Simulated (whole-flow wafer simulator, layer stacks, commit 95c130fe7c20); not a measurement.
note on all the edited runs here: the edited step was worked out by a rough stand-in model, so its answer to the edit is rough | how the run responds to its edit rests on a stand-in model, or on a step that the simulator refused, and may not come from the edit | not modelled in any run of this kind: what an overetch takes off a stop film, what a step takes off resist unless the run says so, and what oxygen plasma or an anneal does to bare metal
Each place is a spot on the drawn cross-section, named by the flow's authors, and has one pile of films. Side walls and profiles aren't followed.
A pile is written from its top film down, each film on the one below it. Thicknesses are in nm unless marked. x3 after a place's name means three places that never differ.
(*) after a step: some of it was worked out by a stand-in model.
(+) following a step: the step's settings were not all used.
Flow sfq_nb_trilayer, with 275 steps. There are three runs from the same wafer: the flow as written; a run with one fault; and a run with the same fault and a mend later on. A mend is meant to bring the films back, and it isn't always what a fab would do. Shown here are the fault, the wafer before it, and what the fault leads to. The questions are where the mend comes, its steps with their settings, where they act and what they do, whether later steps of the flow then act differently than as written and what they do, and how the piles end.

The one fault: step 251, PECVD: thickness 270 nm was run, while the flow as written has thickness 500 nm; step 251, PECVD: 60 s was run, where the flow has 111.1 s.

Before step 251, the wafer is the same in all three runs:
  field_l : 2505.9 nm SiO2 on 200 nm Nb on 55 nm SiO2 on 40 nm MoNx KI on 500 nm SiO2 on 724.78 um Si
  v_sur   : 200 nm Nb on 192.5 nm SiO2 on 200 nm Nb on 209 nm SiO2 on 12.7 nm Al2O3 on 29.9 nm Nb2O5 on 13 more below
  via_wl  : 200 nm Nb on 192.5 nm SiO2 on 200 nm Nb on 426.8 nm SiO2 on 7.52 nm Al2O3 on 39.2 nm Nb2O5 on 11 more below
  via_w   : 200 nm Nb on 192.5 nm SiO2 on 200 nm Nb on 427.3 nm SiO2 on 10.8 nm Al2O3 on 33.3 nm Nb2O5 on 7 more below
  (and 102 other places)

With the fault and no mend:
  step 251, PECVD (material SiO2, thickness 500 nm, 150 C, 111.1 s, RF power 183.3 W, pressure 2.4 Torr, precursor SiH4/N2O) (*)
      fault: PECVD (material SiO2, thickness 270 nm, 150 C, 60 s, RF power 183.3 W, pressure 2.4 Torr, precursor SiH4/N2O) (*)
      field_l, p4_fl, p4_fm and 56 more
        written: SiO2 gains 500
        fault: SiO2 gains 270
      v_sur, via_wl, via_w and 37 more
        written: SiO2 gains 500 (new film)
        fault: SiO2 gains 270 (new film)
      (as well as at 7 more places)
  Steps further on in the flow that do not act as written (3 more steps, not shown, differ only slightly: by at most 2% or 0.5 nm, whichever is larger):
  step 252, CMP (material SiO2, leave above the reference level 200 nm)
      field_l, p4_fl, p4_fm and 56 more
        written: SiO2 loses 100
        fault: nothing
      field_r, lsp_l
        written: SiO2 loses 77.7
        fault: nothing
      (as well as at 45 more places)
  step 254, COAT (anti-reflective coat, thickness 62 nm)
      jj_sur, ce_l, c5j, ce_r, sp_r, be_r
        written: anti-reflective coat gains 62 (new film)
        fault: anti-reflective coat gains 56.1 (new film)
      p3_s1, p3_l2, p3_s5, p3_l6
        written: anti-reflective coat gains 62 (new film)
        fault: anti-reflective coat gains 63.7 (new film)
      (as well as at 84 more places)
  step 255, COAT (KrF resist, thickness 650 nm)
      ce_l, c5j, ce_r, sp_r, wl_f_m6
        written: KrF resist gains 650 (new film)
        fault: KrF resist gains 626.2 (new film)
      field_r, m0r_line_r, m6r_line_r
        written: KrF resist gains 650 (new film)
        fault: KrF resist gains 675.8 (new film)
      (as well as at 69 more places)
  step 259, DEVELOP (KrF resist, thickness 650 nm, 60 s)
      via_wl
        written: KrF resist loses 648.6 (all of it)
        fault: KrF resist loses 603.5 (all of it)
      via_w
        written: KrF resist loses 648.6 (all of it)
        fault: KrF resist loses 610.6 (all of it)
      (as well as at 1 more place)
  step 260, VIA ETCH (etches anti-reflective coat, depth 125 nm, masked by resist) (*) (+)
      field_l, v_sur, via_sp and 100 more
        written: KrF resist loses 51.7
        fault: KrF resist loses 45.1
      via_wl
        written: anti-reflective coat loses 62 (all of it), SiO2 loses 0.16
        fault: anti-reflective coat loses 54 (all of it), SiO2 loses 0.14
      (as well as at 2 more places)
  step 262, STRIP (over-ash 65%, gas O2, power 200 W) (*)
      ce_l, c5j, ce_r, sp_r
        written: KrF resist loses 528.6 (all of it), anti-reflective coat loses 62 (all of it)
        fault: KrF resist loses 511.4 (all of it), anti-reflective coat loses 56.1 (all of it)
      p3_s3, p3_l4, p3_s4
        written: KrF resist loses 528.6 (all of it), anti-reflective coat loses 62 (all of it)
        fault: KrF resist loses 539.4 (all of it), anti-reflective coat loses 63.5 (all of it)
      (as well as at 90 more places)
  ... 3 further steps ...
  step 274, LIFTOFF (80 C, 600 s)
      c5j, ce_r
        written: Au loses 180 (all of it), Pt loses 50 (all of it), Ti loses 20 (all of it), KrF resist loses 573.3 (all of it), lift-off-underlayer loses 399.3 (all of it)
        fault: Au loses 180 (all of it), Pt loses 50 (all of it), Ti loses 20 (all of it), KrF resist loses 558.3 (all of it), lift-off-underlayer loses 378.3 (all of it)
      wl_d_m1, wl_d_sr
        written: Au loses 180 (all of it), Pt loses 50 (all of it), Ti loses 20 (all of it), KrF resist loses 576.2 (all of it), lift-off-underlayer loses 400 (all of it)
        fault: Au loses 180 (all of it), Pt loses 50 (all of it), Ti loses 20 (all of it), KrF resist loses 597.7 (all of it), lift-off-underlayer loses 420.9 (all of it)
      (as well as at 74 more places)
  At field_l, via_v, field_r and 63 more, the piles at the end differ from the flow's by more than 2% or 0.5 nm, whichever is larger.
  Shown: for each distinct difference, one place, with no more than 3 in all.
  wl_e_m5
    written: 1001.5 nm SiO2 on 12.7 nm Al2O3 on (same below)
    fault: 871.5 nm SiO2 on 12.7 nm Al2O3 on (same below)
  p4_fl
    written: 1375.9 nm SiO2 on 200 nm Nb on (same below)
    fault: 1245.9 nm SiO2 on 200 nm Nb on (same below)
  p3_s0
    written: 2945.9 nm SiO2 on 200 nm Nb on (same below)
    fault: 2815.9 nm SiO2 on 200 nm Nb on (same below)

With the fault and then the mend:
  After step 251 comes the mend.
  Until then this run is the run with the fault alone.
  step 251a, PECVD (material SiO2, thickness 230 nm, 150 C, 51.11 s, RF power 183.3 W, pressure 2.4 Torr, precursor SiH4/N2O) (*) (a further turn of the flow's step 251, with different settings)
      field_l, v_sur, via_wl and 98 more
        SiO2 gains 230
      field_r, lsp_l
        SiO2 gains 220.7
      l0_sur, l0v
        SiO2 gains 224.8
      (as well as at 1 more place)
  Steps further on in the flow that do not act as written:
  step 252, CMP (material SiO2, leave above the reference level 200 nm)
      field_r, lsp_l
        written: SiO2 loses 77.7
        mend: SiO2 loses 80.1
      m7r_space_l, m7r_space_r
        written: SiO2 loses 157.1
        mend: SiO2 loses 100
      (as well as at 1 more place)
  The piles end the same as the flow's at every place that both follow.
